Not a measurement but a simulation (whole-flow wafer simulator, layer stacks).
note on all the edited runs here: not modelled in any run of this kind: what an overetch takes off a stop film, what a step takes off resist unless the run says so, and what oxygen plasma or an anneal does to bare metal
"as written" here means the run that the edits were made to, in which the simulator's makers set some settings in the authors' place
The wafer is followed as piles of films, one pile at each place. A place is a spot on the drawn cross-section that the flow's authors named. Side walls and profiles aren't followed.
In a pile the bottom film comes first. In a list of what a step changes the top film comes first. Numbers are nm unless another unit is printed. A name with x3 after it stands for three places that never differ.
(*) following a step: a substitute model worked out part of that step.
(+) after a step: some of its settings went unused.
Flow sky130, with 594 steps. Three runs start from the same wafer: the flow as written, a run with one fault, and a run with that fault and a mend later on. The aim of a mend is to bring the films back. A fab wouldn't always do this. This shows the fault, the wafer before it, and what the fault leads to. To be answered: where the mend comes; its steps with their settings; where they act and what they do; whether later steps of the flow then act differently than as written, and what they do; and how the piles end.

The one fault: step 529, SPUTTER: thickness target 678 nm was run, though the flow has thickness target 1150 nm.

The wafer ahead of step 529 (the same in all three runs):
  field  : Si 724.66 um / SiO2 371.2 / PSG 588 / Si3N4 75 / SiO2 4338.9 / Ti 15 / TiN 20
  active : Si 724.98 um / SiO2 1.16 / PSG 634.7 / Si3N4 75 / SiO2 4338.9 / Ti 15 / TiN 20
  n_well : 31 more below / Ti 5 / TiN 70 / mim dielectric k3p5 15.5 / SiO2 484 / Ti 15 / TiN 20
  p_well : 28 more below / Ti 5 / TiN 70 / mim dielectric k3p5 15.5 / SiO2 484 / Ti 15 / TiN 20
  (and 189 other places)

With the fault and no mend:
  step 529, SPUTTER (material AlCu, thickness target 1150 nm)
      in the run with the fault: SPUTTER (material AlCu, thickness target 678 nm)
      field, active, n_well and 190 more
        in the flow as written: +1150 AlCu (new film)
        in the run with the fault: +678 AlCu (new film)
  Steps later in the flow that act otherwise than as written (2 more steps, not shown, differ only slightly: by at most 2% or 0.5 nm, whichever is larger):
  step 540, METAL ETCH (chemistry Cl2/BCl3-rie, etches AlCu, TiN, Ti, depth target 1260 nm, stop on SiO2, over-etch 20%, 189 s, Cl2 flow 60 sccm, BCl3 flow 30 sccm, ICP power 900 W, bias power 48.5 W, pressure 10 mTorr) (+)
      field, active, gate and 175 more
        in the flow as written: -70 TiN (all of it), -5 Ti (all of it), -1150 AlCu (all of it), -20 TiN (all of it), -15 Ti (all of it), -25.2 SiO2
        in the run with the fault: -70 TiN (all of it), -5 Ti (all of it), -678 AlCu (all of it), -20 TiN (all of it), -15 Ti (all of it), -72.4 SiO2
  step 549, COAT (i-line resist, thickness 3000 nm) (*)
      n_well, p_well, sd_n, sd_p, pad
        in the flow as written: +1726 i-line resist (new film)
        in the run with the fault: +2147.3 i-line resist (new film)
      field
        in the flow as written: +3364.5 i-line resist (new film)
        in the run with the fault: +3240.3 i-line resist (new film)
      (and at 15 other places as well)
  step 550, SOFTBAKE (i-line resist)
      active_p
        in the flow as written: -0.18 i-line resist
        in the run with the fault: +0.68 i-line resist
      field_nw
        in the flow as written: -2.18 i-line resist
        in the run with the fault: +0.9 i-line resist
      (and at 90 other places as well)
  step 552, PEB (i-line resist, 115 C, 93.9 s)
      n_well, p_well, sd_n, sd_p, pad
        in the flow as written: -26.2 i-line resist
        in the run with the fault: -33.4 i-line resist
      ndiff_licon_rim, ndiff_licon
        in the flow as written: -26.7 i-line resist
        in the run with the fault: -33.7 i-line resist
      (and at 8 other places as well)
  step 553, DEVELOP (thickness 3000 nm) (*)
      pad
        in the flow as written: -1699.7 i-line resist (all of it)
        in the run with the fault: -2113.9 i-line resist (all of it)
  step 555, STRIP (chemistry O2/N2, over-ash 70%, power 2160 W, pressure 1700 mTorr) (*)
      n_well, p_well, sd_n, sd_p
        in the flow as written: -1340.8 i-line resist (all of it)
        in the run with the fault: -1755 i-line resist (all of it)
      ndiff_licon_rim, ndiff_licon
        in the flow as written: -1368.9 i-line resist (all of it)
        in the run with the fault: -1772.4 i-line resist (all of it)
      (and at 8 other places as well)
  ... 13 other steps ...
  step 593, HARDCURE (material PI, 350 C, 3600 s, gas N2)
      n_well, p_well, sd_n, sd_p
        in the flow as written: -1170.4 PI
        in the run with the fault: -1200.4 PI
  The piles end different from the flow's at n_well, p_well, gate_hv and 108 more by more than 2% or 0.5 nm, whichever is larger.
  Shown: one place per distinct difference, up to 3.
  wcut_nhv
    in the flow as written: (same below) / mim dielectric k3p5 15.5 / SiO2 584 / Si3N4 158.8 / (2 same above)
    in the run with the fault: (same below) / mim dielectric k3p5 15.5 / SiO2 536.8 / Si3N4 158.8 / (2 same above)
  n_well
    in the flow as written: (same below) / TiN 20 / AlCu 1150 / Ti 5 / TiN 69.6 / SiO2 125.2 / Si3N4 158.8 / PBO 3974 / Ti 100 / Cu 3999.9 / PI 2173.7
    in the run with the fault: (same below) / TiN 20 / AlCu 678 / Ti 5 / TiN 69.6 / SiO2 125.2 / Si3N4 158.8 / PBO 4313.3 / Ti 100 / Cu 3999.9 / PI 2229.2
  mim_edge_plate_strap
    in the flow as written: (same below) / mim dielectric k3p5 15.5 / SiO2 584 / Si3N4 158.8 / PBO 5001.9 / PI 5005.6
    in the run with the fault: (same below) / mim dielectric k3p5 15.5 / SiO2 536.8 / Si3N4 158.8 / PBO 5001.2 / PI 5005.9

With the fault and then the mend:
  After step 529 comes the mend.
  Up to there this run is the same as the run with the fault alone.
  step 529a, SPUTTER (material AlCu, thickness target 472 nm) (the flow's step 529 again, with other settings)
      field, active, n_well and 190 more
        +472 AlCu
  Later steps of the flow that are run all act as written at every place that is followed.
  At every place that both follow, the piles at the end match the flow's.
